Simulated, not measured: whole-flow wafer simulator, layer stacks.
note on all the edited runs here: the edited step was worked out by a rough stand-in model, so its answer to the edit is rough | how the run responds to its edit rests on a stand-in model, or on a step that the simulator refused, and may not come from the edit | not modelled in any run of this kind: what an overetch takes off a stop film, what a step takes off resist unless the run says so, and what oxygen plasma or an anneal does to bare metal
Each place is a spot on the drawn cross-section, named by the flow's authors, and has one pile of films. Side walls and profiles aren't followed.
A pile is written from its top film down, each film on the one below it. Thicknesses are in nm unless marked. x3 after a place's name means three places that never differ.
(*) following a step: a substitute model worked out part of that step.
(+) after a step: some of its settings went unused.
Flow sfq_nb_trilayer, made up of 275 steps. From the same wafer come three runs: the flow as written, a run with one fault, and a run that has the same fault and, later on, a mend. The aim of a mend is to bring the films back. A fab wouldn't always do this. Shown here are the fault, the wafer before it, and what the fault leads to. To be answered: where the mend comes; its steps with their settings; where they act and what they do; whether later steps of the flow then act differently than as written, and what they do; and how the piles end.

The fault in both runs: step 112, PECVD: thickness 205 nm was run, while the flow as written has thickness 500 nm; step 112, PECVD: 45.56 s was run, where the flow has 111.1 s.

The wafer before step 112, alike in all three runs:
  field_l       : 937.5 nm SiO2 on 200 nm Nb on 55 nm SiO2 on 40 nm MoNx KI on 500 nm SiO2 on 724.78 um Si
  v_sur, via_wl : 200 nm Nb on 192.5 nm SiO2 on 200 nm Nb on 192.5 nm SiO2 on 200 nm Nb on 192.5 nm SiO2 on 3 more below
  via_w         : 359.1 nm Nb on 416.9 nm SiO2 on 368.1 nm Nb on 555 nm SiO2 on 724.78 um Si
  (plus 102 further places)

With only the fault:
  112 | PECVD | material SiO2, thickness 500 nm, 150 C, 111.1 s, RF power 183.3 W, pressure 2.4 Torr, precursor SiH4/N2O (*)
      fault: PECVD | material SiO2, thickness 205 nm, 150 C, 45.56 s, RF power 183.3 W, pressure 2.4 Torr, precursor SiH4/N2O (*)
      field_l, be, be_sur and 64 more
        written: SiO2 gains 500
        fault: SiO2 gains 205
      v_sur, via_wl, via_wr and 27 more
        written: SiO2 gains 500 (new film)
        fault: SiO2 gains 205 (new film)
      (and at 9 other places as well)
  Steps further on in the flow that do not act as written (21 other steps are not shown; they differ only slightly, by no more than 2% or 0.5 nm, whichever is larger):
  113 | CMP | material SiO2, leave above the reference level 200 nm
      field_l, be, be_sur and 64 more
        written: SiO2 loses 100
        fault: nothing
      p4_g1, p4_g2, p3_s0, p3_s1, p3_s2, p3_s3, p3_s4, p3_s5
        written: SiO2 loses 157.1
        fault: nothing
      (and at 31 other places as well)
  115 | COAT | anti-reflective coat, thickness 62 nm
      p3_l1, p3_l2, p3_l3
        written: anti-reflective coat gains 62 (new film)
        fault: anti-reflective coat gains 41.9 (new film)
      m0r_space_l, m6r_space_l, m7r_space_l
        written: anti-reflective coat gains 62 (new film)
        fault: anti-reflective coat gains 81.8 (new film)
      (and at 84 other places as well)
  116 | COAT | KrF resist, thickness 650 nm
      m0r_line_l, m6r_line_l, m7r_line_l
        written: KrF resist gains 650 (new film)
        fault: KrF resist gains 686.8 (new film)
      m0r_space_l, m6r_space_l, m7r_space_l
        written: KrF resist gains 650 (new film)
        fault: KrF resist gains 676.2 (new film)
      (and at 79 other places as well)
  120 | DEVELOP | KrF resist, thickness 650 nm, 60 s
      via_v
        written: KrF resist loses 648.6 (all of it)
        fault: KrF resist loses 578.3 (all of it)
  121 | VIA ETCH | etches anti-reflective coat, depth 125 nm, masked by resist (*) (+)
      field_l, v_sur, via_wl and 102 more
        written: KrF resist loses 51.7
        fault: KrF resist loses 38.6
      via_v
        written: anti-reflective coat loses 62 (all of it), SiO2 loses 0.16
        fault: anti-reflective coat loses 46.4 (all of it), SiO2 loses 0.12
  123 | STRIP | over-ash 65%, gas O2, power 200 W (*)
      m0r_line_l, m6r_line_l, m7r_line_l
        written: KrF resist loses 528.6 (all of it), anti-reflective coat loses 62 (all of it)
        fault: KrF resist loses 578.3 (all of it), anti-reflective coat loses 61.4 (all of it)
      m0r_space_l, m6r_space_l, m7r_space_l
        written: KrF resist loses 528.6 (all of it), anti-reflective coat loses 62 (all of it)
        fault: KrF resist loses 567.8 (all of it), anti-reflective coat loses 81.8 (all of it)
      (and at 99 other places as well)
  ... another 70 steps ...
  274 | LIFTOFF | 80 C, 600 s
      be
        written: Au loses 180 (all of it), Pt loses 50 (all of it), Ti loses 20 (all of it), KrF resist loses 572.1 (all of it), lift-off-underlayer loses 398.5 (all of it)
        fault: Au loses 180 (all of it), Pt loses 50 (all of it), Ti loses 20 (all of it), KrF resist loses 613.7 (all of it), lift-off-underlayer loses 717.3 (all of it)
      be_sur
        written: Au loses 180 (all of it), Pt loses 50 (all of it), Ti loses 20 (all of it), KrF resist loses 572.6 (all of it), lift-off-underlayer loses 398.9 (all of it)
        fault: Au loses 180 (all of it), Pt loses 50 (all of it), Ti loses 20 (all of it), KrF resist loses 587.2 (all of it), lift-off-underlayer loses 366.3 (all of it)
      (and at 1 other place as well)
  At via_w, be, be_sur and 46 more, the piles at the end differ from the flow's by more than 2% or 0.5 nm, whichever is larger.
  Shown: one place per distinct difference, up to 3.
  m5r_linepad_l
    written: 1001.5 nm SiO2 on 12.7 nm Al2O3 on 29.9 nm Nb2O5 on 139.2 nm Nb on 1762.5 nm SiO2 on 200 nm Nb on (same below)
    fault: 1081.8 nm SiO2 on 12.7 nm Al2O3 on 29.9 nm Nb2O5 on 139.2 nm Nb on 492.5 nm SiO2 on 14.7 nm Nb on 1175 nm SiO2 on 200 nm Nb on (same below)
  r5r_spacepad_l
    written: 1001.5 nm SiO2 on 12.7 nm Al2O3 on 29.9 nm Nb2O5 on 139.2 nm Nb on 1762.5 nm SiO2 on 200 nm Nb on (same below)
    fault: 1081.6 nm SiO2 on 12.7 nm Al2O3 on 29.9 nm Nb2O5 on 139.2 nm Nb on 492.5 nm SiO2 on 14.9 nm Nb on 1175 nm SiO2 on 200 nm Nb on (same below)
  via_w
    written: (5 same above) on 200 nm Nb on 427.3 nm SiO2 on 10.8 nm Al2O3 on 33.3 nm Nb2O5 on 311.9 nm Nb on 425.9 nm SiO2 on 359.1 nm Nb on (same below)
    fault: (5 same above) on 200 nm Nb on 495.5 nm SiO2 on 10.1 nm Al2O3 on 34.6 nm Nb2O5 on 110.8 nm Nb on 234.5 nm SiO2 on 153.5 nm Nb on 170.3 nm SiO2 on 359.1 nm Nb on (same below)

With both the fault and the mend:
  The mend follows step 112.
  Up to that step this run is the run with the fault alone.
  112a | PECVD | material SiO2, thickness 295 nm, 150 C, 65.56 s, RF power 183.3 W, pressure 2.4 Torr, precursor SiH4/N2O (*) (the flow's step 112 again, with other settings)
      field_l, v_sur, via_wl and 102 more
        SiO2 gains 295
      via_w
        SiO2 gains 412.7
  Steps further on in the flow that do not act as written:
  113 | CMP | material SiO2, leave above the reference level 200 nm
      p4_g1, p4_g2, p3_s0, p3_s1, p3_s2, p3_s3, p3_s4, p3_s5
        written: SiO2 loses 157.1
        mend: SiO2 loses 100
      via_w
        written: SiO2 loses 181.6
        mend: SiO2 loses 157.1
  At every place that both follow, the piles at the end match the flow's.
